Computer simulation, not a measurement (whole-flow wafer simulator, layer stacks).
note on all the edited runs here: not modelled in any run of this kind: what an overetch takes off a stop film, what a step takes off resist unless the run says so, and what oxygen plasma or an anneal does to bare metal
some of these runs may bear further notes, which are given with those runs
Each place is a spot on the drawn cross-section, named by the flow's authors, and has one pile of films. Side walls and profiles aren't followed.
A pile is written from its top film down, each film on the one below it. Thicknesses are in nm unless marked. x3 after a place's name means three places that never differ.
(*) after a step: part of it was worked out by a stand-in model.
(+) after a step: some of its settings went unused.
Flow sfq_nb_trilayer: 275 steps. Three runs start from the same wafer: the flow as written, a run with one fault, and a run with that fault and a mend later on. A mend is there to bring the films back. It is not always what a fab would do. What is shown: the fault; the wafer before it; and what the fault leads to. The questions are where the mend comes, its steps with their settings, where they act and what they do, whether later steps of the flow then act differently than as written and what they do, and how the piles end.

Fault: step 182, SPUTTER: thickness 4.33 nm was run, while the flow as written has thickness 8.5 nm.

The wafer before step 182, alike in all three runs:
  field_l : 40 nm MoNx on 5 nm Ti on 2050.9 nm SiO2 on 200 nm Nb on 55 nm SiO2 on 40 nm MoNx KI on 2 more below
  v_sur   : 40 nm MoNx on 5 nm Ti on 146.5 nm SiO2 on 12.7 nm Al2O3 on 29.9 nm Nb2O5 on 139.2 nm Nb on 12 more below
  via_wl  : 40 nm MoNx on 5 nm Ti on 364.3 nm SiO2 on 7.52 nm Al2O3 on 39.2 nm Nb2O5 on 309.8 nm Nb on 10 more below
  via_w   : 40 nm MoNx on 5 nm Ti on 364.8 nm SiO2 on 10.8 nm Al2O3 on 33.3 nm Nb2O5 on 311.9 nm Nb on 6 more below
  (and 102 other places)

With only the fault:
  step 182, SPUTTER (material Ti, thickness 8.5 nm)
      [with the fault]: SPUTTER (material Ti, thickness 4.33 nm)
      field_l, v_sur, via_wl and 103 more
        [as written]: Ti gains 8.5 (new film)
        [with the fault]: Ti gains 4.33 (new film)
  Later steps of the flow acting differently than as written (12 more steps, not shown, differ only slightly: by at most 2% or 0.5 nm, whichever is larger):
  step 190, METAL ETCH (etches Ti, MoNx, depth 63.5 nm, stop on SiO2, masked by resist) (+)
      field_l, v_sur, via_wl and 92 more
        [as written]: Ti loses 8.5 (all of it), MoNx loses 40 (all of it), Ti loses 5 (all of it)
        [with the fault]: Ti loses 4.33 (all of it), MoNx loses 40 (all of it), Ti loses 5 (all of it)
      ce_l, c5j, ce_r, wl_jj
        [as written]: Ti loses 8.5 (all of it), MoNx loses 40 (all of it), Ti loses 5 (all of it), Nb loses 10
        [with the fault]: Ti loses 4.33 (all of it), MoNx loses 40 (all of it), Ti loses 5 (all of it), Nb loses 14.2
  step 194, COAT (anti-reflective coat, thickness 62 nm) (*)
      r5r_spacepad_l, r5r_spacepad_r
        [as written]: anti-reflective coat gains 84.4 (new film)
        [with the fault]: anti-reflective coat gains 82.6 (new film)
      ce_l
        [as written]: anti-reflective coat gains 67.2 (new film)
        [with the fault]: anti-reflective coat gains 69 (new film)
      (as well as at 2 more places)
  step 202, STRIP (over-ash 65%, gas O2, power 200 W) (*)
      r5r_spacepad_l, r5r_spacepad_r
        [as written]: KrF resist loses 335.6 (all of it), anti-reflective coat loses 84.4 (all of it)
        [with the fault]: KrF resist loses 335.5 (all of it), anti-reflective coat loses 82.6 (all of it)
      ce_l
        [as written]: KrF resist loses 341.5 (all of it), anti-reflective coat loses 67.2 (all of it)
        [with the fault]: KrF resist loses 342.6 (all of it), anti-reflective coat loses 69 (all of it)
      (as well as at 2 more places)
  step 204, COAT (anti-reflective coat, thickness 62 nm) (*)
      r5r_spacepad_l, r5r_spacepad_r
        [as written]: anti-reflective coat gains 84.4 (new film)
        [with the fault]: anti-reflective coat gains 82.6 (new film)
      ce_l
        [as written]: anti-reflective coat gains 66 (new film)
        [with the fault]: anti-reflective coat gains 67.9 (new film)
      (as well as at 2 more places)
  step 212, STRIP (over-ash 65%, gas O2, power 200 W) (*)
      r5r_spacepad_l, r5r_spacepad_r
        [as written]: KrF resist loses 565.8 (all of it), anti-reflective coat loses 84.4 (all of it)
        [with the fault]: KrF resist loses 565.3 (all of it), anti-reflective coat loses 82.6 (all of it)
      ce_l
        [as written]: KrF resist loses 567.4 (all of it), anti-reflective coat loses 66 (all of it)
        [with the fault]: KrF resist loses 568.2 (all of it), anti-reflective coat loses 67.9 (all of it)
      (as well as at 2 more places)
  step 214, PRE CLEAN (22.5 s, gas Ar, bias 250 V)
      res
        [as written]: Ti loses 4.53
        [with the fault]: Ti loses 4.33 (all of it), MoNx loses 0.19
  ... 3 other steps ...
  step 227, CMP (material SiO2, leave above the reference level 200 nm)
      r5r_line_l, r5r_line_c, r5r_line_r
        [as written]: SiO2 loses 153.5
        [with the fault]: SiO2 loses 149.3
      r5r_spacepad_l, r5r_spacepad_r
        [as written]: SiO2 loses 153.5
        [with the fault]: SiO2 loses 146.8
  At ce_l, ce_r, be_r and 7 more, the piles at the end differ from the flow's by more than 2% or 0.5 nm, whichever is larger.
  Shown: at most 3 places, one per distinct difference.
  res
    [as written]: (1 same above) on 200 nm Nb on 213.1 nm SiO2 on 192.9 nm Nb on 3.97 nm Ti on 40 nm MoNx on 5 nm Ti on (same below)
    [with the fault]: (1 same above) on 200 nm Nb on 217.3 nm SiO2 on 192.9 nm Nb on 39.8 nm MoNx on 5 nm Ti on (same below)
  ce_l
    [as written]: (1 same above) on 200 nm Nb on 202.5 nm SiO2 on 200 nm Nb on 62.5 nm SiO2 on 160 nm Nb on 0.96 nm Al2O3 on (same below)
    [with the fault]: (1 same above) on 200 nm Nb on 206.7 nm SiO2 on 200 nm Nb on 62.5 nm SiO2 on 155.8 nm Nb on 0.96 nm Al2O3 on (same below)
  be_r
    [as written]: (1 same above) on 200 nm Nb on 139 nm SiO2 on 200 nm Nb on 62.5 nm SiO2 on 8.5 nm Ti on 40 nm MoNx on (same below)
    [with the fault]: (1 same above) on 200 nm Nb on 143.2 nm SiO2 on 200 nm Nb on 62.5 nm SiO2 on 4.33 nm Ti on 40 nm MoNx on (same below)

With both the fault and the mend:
  After step 182 comes the mend.
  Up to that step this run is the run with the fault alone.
  step 182a, SPUTTER (material Ti, thickness 4.17 nm) (the flow's step 182, run once more with other settings)
      field_l, v_sur, via_wl and 103 more
        Ti gains 4.17
  Every later step of the flow that is run acts as written at every place that is followed.
  At every place that both follow, the piles at the end match the flow's.
